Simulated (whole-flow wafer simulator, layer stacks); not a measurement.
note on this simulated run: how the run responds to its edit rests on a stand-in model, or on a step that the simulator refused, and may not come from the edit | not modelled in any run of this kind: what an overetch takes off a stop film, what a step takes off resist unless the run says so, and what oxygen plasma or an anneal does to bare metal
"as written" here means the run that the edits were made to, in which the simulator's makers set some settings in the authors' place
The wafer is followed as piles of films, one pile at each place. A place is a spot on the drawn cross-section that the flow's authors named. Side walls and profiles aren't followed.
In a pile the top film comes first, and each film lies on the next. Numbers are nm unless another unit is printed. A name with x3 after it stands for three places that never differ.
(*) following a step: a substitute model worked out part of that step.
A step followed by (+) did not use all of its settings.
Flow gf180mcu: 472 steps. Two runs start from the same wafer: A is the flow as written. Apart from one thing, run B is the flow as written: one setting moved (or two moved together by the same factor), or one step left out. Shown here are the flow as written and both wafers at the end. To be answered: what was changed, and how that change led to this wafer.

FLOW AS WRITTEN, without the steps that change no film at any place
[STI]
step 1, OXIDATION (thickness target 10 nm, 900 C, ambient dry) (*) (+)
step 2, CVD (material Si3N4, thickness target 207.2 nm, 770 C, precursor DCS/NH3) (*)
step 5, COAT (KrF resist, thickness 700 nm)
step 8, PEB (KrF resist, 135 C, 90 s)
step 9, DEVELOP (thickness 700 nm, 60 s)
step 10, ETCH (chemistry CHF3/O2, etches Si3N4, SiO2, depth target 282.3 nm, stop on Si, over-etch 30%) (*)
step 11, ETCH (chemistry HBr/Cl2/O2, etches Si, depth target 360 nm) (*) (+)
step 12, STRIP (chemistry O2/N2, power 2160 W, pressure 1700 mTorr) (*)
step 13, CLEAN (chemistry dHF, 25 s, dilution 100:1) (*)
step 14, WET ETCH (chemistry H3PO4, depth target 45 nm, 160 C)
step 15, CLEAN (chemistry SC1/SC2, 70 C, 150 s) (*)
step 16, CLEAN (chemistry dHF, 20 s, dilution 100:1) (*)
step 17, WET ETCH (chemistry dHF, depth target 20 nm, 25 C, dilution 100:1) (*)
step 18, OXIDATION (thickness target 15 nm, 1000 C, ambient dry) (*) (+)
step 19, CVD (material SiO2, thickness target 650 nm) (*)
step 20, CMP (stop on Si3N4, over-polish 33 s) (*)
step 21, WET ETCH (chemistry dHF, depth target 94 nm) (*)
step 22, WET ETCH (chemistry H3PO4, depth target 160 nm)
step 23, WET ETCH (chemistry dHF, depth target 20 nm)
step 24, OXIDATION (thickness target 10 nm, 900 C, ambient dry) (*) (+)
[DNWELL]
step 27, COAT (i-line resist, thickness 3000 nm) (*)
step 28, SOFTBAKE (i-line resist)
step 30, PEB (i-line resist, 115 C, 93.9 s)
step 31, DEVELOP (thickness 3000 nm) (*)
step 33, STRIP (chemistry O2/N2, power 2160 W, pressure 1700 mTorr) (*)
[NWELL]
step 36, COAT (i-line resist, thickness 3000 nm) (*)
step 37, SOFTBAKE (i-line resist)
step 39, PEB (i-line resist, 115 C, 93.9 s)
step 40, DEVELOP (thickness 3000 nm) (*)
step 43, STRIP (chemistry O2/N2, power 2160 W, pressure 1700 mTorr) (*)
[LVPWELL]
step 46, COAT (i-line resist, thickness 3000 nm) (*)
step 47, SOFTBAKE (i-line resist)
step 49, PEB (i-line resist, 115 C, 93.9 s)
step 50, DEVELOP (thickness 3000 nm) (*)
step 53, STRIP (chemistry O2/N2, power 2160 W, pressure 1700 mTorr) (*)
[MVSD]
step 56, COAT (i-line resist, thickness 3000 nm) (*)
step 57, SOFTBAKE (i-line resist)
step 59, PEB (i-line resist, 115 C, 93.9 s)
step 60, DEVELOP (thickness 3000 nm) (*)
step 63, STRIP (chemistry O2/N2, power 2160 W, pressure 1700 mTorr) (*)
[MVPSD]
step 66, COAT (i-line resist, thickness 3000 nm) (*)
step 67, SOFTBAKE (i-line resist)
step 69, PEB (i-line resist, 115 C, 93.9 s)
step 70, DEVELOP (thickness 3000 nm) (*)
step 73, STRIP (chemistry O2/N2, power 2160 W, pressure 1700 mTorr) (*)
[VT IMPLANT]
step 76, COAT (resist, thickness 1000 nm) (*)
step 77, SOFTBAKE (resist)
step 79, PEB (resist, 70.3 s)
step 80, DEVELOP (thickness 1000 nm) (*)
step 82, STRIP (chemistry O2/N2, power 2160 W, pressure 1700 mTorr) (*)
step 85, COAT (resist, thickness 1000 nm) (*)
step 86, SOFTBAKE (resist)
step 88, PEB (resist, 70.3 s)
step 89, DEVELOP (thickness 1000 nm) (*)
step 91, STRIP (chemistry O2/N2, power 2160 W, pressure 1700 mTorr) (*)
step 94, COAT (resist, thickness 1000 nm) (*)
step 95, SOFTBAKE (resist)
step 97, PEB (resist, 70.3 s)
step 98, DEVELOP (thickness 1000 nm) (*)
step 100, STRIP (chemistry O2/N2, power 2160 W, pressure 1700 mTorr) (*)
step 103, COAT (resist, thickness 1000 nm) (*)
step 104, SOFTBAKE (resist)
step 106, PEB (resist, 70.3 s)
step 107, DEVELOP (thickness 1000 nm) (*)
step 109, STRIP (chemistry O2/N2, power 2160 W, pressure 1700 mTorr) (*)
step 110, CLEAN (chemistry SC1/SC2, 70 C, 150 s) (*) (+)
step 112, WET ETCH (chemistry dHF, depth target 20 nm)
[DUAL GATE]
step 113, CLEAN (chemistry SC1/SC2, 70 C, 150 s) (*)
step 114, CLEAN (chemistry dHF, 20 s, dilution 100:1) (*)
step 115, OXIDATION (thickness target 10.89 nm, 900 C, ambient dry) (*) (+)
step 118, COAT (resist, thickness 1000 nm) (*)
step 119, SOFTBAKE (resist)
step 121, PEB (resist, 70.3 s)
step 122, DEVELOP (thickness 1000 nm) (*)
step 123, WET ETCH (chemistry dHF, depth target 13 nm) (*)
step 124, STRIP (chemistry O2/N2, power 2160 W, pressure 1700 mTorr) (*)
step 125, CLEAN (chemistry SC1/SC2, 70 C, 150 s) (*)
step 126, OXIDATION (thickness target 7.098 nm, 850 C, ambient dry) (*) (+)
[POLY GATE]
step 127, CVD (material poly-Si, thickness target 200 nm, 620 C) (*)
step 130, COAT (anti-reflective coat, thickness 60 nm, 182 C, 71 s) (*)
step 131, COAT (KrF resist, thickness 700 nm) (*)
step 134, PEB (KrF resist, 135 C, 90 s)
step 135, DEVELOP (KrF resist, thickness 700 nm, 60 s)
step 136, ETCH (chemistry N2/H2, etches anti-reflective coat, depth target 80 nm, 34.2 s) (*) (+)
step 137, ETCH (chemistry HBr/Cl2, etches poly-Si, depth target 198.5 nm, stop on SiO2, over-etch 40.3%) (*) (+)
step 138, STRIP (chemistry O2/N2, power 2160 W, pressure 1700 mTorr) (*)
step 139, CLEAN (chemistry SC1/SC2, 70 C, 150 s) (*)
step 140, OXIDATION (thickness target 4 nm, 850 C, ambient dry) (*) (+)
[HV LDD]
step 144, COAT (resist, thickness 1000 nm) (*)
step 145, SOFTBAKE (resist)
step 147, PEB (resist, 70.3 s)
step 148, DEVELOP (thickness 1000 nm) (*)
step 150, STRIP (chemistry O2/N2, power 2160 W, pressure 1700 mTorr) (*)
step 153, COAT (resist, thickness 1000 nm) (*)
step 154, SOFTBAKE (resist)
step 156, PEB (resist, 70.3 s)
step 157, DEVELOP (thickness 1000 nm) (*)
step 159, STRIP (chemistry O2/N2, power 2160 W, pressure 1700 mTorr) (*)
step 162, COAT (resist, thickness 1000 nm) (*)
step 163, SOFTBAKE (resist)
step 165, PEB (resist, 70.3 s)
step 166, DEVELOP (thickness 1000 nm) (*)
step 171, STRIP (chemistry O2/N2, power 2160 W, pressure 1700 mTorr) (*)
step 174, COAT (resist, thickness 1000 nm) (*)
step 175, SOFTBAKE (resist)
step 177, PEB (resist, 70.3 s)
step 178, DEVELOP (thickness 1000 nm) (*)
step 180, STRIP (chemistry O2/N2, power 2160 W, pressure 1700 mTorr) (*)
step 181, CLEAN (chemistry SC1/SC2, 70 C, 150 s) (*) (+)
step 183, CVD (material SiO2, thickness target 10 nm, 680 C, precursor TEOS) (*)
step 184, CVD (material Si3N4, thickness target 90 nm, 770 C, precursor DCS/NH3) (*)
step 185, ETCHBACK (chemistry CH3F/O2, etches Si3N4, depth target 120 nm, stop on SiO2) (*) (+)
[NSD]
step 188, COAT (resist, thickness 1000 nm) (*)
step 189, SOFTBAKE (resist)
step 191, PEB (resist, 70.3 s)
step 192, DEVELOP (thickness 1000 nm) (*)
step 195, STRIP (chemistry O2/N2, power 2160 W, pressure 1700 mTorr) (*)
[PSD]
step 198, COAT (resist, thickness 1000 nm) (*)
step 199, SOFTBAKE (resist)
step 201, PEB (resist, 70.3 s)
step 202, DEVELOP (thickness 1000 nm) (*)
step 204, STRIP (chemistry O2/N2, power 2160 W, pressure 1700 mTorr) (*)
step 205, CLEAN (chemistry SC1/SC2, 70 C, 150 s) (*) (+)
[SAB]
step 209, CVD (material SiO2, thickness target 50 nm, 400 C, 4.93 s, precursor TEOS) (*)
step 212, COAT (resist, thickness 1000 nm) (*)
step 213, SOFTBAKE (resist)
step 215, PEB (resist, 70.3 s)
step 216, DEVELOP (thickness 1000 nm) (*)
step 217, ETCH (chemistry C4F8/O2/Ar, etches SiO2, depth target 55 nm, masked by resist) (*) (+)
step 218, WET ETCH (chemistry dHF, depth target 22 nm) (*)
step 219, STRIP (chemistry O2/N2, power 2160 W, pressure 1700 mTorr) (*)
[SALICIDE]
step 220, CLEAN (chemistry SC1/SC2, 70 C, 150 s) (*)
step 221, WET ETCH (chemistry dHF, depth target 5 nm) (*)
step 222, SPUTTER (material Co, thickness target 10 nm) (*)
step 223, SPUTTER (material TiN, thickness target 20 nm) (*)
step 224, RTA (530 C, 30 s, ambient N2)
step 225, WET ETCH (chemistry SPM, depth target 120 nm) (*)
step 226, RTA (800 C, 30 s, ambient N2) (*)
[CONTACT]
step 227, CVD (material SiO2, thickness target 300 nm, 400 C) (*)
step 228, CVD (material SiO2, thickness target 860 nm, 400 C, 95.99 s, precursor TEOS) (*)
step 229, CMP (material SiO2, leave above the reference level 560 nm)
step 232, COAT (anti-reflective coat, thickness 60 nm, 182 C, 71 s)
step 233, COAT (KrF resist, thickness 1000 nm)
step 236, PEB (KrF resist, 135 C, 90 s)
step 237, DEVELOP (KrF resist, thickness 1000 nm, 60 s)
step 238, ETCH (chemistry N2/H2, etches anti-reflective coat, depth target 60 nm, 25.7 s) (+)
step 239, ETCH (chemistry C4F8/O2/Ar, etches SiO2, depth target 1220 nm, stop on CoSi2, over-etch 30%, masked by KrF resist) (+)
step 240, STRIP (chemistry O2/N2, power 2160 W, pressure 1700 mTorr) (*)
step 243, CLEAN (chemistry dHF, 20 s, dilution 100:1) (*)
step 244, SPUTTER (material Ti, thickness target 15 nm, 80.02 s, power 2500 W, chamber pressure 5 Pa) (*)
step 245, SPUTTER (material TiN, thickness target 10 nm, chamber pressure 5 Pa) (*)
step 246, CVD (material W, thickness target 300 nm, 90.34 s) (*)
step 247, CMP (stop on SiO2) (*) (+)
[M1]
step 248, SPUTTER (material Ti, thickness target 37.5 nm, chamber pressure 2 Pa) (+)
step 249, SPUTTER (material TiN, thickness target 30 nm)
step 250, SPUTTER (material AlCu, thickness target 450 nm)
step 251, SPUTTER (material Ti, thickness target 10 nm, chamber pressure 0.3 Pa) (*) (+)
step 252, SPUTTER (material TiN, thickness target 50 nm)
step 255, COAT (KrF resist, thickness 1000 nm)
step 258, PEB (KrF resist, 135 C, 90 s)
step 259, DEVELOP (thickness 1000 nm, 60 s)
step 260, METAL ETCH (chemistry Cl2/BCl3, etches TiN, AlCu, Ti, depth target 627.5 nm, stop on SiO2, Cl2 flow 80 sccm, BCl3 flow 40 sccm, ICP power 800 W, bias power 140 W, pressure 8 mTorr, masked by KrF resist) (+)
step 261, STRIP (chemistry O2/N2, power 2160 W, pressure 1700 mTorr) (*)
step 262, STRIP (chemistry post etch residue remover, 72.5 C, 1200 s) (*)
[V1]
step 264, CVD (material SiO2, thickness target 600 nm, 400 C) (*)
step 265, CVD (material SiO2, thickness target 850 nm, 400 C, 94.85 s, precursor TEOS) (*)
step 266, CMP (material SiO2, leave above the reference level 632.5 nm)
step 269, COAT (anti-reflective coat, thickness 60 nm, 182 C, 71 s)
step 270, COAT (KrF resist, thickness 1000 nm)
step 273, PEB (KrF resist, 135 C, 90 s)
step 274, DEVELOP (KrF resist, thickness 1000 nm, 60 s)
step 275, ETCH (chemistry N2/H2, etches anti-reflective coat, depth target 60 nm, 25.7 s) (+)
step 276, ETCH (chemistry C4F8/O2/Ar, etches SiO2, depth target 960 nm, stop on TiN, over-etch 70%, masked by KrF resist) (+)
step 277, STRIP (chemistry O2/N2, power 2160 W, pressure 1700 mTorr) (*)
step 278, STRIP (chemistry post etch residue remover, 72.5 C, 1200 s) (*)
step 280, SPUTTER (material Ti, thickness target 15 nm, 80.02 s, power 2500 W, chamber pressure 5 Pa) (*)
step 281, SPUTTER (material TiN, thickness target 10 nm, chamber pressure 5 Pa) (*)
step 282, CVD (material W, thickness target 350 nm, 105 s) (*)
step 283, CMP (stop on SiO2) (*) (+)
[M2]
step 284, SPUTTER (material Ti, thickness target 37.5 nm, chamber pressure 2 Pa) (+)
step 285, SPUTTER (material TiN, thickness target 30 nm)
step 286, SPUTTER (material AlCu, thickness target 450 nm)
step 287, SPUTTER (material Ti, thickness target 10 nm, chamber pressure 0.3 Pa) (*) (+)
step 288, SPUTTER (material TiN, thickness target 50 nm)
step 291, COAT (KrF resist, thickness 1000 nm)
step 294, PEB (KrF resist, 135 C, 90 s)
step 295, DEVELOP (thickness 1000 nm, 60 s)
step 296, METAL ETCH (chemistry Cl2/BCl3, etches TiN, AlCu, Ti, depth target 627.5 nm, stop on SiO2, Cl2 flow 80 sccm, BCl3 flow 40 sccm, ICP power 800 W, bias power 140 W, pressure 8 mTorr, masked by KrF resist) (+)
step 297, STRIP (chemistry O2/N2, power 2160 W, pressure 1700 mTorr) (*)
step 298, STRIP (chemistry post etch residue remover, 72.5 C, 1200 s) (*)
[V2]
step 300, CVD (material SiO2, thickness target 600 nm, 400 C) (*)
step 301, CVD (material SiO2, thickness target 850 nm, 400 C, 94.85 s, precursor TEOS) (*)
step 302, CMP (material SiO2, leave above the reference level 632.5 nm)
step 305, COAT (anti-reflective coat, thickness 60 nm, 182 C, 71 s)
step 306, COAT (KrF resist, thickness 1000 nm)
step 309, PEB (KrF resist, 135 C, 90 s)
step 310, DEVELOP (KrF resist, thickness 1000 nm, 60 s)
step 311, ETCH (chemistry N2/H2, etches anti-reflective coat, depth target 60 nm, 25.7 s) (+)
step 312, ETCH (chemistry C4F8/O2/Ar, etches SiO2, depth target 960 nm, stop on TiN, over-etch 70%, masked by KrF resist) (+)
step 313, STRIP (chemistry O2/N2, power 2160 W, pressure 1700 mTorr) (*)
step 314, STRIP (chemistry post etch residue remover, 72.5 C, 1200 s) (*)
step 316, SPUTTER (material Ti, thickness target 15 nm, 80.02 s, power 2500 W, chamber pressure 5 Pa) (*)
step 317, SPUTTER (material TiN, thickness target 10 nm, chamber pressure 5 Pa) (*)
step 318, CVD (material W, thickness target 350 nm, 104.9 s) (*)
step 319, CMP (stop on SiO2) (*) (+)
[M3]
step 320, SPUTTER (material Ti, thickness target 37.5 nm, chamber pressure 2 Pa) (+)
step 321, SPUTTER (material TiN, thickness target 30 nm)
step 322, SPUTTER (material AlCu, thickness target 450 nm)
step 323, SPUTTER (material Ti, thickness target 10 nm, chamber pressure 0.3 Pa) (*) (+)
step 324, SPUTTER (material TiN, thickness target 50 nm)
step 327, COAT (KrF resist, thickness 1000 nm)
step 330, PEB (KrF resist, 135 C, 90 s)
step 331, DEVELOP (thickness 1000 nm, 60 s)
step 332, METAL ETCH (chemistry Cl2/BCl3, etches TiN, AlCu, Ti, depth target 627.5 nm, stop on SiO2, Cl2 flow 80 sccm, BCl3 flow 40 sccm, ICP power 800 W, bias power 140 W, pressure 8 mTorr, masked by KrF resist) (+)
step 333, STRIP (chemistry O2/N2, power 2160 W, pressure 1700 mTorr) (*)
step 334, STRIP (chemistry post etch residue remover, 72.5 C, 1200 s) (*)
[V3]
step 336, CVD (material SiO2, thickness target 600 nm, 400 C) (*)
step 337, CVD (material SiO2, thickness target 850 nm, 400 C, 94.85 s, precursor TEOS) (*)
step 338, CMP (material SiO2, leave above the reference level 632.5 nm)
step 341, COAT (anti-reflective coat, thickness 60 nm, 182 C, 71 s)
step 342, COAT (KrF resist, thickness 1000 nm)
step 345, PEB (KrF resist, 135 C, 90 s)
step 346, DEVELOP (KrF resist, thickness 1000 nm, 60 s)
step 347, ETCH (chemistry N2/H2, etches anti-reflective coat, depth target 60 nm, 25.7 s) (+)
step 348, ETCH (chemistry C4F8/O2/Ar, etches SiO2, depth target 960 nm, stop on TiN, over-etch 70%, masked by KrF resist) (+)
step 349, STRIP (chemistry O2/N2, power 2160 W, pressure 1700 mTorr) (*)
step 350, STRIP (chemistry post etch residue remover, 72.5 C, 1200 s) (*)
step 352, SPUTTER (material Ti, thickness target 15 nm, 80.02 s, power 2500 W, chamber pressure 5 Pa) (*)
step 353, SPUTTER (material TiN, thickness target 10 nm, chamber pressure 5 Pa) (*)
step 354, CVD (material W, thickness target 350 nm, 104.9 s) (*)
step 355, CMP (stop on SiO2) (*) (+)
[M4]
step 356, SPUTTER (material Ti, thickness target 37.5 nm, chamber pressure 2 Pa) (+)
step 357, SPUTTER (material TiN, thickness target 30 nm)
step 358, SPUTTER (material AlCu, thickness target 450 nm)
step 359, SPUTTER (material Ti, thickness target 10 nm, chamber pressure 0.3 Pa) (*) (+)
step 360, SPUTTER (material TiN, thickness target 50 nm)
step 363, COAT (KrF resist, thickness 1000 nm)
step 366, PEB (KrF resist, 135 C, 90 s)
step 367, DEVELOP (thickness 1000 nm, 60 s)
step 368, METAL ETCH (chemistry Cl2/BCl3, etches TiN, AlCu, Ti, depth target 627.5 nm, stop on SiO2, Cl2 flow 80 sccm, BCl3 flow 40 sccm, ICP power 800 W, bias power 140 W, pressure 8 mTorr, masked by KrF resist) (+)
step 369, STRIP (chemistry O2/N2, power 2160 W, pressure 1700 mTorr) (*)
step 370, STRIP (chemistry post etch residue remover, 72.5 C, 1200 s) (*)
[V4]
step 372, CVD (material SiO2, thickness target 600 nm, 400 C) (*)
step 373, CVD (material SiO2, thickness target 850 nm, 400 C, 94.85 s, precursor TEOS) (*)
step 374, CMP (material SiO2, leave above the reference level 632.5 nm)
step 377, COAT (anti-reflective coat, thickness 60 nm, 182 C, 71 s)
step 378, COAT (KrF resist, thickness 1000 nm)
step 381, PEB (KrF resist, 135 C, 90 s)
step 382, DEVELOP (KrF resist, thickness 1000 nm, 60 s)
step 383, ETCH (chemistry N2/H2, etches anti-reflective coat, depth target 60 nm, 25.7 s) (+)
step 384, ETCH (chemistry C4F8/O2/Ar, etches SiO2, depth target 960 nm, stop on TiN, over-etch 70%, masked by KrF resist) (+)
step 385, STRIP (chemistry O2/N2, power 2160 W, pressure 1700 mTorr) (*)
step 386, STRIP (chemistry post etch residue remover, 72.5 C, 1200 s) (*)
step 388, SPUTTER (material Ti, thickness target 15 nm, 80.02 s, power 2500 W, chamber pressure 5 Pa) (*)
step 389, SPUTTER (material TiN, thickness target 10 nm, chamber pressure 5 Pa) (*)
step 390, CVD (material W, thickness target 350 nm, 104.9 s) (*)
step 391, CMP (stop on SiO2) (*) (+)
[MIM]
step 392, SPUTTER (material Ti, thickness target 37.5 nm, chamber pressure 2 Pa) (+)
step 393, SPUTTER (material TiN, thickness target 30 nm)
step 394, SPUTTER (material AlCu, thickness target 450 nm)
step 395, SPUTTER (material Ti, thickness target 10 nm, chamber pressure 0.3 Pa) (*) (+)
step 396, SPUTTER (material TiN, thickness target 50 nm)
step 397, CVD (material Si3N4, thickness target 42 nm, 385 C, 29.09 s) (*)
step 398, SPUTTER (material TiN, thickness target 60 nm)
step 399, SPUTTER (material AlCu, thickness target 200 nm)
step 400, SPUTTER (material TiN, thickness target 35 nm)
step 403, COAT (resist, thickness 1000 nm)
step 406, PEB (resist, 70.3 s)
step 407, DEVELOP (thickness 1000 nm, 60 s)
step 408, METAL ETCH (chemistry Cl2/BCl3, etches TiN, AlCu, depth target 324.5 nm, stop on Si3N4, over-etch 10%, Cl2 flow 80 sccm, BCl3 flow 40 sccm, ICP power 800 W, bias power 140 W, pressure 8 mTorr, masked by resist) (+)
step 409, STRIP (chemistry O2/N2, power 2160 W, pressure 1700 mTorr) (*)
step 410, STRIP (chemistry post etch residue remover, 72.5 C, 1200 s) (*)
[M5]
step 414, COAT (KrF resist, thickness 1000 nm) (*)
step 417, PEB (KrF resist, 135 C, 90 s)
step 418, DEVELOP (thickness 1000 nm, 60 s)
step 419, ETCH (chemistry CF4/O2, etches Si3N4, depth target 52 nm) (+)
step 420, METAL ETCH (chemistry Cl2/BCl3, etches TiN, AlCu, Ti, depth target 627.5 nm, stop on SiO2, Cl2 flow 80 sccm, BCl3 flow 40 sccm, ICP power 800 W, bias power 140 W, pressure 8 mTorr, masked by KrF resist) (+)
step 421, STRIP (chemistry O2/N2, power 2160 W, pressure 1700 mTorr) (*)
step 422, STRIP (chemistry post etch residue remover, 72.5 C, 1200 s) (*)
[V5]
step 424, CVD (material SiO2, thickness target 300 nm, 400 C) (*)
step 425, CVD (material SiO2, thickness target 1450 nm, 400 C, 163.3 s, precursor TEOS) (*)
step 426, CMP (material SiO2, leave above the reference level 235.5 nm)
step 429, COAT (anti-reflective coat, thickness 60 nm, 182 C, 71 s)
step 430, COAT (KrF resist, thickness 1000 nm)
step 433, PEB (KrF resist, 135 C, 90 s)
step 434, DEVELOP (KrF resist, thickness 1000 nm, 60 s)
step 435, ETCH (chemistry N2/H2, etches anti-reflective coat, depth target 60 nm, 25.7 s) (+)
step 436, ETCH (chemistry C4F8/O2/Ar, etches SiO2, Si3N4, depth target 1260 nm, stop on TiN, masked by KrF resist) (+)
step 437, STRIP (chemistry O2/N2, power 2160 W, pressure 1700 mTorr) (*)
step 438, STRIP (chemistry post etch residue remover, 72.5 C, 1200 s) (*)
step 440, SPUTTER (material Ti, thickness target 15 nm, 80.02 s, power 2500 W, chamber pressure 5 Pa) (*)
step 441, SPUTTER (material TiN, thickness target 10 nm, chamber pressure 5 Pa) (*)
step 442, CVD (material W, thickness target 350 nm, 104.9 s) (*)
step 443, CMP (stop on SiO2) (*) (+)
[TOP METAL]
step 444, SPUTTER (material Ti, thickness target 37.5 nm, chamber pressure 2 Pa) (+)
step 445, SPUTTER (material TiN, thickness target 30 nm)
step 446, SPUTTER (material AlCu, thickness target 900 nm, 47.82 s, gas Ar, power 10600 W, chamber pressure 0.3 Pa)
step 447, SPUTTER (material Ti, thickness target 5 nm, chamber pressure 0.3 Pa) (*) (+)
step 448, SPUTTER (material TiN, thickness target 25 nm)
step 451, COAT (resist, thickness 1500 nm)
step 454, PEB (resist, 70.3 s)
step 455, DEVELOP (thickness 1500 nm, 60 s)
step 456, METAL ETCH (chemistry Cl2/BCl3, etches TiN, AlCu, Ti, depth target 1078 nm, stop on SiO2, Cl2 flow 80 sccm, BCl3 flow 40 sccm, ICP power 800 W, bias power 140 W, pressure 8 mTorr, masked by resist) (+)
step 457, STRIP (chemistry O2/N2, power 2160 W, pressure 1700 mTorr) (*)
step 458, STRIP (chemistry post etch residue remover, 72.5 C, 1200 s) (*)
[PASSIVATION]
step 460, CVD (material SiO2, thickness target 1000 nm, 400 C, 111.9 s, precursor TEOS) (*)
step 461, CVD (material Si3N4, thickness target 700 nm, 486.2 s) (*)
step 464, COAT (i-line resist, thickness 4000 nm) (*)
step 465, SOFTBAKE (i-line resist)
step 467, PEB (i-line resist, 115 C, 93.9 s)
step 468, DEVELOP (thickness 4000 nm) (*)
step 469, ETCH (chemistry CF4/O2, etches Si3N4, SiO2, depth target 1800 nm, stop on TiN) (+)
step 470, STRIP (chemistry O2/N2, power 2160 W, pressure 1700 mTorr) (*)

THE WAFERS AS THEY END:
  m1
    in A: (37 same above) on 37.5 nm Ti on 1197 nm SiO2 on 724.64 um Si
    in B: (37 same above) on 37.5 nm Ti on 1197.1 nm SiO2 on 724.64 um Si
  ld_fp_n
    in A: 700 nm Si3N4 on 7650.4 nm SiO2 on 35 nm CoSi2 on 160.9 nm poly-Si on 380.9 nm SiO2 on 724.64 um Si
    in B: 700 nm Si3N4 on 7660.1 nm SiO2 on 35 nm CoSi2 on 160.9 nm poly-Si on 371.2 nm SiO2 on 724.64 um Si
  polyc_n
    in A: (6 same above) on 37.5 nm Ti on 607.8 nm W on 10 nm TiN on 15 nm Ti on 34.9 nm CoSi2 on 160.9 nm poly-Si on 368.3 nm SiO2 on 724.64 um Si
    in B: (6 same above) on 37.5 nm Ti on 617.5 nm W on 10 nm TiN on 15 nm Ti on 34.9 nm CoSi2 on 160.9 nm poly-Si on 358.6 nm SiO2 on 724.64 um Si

The reason: step 23, WET ETCH: depth target 27.5 nm was run, while the flow as written has depth target 20 nm.

The path from the change to this, step by step:
  step 23, WET ETCH (chemistry dHF, depth target 20 nm)
      field, field_sub, sti and 34 more: A -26 SiO2 | B -35.8 SiO2
  step 28, SOFTBAKE (i-line resist)
      ldn_fp, ldn_drn: A +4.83 i-line resist | B +3.67 i-line resist
      field: A +2.45 i-line resist | B +1.75 i-line resist
      (as well as at 32 more places)
  step 37, SOFTBAKE (i-line resist)
      ldn_fp, ldn_drn: A +4.83 i-line resist | B +3.67 i-line resist
      field: A +2.45 i-line resist | B +1.75 i-line resist
      (as well as at 32 more places)
  step 47, SOFTBAKE (i-line resist)
      ldn_fp, ldn_drn: A +4.83 i-line resist | B +3.67 i-line resist
      field: A +2.45 i-line resist | B +1.75 i-line resist
      (as well as at 32 more places)
  step 57, SOFTBAKE (i-line resist)
      ldn_fp, ldn_drn: A +4.83 i-line resist | B +3.67 i-line resist
      field: A +2.45 i-line resist | B +1.75 i-line resist
      (as well as at 32 more places)
  step 67, SOFTBAKE (i-line resist)
      ldn_fp, ldn_drn: A +4.83 i-line resist | B +3.67 i-line resist
      field: A +2.45 i-line resist | B +1.75 i-line resist
      (as well as at 32 more places)
  step 119, SOFTBAKE (resist)
      gate_p_hv: A +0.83 resist | B +0.32 resist
  step 130, COAT (anti-reflective coat, thickness 60 nm, 182 C, 71 s) (*)
      p_well, spacer, sd_n: A +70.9 anti-reflective coat (new film) | B +61.5 anti-reflective coat (new film)
      ldn_ch, ldp_ch: A +66.7 anti-reflective coat (new film) | B +63.4 anti-reflective coat (new film)
      (as well as at 70 more places)
  step 136, ETCH (chemistry N2/H2, etches anti-reflective coat, depth target 80 nm, 34.2 s) (*) (+)
      p_well, spacer, sd_n: A -70.9 anti-reflective coat (all of it), -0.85 poly-Si | B -61.5 anti-reflective coat (all of it), -1.09 poly-Si
      ldn_dft, ldp_dft: A -48.7 anti-reflective coat (all of it), -1.42 poly-Si | B -53.8 anti-reflective coat (all of it), -1.29 poly-Si
      (as well as at 49 more places)
  step 138, STRIP (chemistry O2/N2, power 2160 W, pressure 1700 mTorr) (*)
      gate: A +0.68 chemical SiO2 (new film), -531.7 KrF resist (all of it), -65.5 anti-reflective coat (all of it), -0.3 poly-Si | B +0.69 chemical SiO2 (new film), -530.7 KrF resist (all of it), -61.2 anti-reflective coat (all of it), -0.3 poly-Si
      gate_hv: A +0.68 chemical SiO2 (new film), -528.4 KrF resist (all of it), -61 anti-reflective coat (all of it), -0.3 poly-Si | B +0.69 chemical SiO2 (new film), -526.1 KrF resist (all of it), -59.5 anti-reflective coat (all of it), -0.3 poly-Si
      (as well as at 19 more places)
  step 145, SOFTBAKE (resist)
      field: A -0.3 resist | B +2.78 resist
      nw_enc_fld_lv__w3: A +2.63 resist | B -0.91 resist
      (as well as at 1 more place)
  step 154, SOFTBAKE (resist)
      field: A -0.3 resist | B +2.78 resist
      nw_enc_fld_lv__w3: A +2.63 resist | B -0.91 resist
      (as well as at 1 more place)
  step 163, SOFTBAKE (resist)
      field: A -0.3 resist | B +2.78 resist
      nw_enc_fld_lv__w3: A +2.63 resist | B -0.91 resist
      (as well as at 1 more place)
  step 175, SOFTBAKE (resist)
      field: A -0.3 resist | B +2.78 resist
      nw_enc_fld_lv__w3: A +2.63 resist | B -0.91 resist
      (as well as at 1 more place)
  step 189, SOFTBAKE (resist)
      active_hv: A +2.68 resist | B -0.62 resist
      nw_enc_fld_lv__w3: A +2.11 resist | B -1.7 resist
      (as well as at 1 more place)
  step 199, SOFTBAKE (resist)
      active_hv: A +2.68 resist | B -0.62 resist
      nw_enc_fld_lv__w3: A +2.11 resist | B -1.7 resist
      (as well as at 1 more place)
  ... 4 further steps ...
  step 229, CMP (material SiO2, leave above the reference level 560 nm)
      ldn_sep__w1, ldn_sep__w2, ldn_dft and 8 more: A -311 SiO2 | B -301.3 SiO2
      sti, mim_1p0, pad, dice_street, iso_nw_fld, iso_fld_sub: A -296.8 SiO2 | B -287.1 SiO2
      (as well as at 38 more places)
